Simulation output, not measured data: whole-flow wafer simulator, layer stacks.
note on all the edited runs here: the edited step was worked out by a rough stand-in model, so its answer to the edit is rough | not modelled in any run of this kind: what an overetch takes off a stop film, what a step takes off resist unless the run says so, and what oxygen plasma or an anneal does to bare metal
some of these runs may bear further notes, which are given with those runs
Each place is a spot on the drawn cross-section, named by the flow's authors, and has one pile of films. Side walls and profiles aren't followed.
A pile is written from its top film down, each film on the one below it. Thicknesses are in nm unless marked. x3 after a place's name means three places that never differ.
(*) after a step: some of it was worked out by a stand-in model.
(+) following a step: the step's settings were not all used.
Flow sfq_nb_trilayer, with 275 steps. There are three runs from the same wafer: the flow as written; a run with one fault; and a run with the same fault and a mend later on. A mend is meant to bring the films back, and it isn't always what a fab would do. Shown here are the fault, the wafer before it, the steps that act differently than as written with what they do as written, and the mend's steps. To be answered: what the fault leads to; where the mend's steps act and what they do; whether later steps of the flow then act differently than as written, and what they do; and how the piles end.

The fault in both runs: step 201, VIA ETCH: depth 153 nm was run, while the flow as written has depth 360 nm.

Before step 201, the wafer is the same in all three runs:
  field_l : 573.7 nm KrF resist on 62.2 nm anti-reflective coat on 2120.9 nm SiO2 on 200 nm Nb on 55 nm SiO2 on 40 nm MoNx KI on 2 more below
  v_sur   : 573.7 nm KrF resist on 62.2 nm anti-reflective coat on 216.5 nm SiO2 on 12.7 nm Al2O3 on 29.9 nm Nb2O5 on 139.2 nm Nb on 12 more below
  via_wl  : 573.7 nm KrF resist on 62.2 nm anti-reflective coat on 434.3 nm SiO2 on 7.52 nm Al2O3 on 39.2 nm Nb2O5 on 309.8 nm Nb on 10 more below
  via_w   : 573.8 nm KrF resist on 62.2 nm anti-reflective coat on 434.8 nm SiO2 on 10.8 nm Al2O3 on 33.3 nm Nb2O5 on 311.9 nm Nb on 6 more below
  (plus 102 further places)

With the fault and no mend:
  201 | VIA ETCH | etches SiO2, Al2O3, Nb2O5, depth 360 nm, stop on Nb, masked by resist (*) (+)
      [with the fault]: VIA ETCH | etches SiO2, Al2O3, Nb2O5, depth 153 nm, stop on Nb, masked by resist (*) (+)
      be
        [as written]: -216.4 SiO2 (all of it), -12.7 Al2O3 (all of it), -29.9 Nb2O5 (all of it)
        [with the fault]: -153 SiO2
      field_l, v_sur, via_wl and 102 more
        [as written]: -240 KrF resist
        [with the fault]: -102 KrF resist
  Steps later in the flow that act otherwise than as written (6 other steps are not shown; they differ only slightly, by no more than 2% or 0.5 nm, whichever is larger):
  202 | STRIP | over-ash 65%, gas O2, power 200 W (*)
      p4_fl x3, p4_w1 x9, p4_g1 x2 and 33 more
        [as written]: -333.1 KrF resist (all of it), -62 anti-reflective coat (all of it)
        [with the fault]: -471.1 KrF resist (all of it), -62 anti-reflective coat (all of it)
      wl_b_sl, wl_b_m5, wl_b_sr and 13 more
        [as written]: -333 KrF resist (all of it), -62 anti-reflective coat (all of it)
        [with the fault]: -471 KrF resist (all of it), -62 anti-reflective coat (all of it)
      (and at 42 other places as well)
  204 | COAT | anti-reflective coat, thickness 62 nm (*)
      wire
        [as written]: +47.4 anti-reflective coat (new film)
        [with the fault]: +50.5 anti-reflective coat (new film)
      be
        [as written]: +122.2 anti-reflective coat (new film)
        [with the fault]: +106.5 anti-reflective coat (new film)
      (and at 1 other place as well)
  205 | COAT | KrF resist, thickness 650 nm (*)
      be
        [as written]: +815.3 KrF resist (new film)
        [with the fault]: +739.5 KrF resist (new film)
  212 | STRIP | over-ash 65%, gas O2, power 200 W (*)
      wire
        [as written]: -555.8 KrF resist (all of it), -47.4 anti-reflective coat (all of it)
        [with the fault]: -561.8 KrF resist (all of it), -50.5 anti-reflective coat (all of it)
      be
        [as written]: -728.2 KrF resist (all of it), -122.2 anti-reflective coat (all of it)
        [with the fault]: -652.4 KrF resist (all of it), -106.5 anti-reflective coat (all of it)
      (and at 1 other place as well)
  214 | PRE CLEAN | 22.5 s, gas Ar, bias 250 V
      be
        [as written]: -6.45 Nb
        [with the fault]: -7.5 SiO2
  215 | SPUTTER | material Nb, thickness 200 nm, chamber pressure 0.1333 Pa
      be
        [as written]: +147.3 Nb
        [with the fault]: +172.2 Nb (new film)
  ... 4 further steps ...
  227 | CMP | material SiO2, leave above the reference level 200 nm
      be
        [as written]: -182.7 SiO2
        [with the fault]: -157.1 SiO2
  The piles end different from the flow's at be by more than 2% or 0.5 nm, whichever is larger.
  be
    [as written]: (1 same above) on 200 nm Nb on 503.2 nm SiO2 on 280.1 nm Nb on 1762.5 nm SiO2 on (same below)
    [with the fault]: (1 same above) on 200 nm Nb on 373.5 nm SiO2 on 172.2 nm Nb on 55.9 nm SiO2 on 12.7 nm Al2O3 on 29.9 nm Nb2O5 on 139.2 nm Nb on 1762.5 nm SiO2 on (same below)

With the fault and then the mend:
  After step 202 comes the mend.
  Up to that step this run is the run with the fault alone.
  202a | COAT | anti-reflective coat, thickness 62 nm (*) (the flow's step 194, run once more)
      p4_fl x3, p4_w1 x9, p4_g1 x2 and 50 more
        +62 anti-reflective coat (new film)
      field_l, v_sur, via_wl, wl_a_sl, wl_a_m6, wl_a_sr, wl_g_sr
        +61.9 anti-reflective coat (new film)
      lsp_r, l0_sur, l0v
        +62.1 anti-reflective coat (new film)
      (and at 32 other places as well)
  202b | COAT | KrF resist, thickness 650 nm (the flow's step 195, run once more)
      p4_fl x3, p4_w1 x9, p4_g1 x2 and 33 more
        +650 KrF resist (new film)
      wl_b_m5, wl_b_sr, wl_c_sl and 12 more
        +649.9 KrF resist (new film)
      field_l, wl_b_sl, wl_g_m5
        +649.8 KrF resist (new film)
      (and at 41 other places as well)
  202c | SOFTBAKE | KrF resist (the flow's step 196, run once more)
      does not change any film at any place that is followed
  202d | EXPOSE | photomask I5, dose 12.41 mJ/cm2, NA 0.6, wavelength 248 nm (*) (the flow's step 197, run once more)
      does not change any film at any place that is followed
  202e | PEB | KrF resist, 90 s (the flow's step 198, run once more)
      field_l, v_sur, via_wl and 83 more
        -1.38 KrF resist
      via_wr, via_sp, via_v, wire, gap
        -1.37 KrF resist
      ce_l, moat, field_r, wl_jj
        -1.39 KrF resist
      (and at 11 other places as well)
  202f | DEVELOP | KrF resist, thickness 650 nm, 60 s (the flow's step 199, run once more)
      field_l, v_sur, via_wl and 102 more
        -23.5 KrF resist
      be
        -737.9 KrF resist (all of it)
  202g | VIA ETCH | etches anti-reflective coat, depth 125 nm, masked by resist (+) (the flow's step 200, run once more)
      field_l, v_sur, via_wl and 102 more
        -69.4 KrF resist
      be
        -106.5 anti-reflective coat (all of it), -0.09 SiO2
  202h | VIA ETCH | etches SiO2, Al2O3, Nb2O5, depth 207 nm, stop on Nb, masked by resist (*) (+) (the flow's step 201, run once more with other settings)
      field_l, v_sur, via_wl and 102 more
        -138 KrF resist
      be
        -63.3 SiO2 (all of it), -12.7 Al2O3 (all of it), -29.9 Nb2O5 (all of it)
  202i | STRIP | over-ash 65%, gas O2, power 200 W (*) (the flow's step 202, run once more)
      p4_fl x3, p4_w1 x9, p4_g1 x2 and 33 more
        -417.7 KrF resist (all of it), -62 anti-reflective coat (all of it)
      wl_b_sl, wl_b_m5, wl_b_sr and 7 more
        -417.5 KrF resist (all of it), -62 anti-reflective coat (all of it)
      wl_c_sr, wl_d_sl, wl_d_m1, wl_d_sr, wl_e_sl, wl_e_m5, wl_e_sr
        -417.6 KrF resist (all of it), -62 anti-reflective coat (all of it)
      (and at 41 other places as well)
  None of the later steps of the flow acts differently than as written at any place that is followed.
  By the end, the piles equal the flow's at every place that both follow.
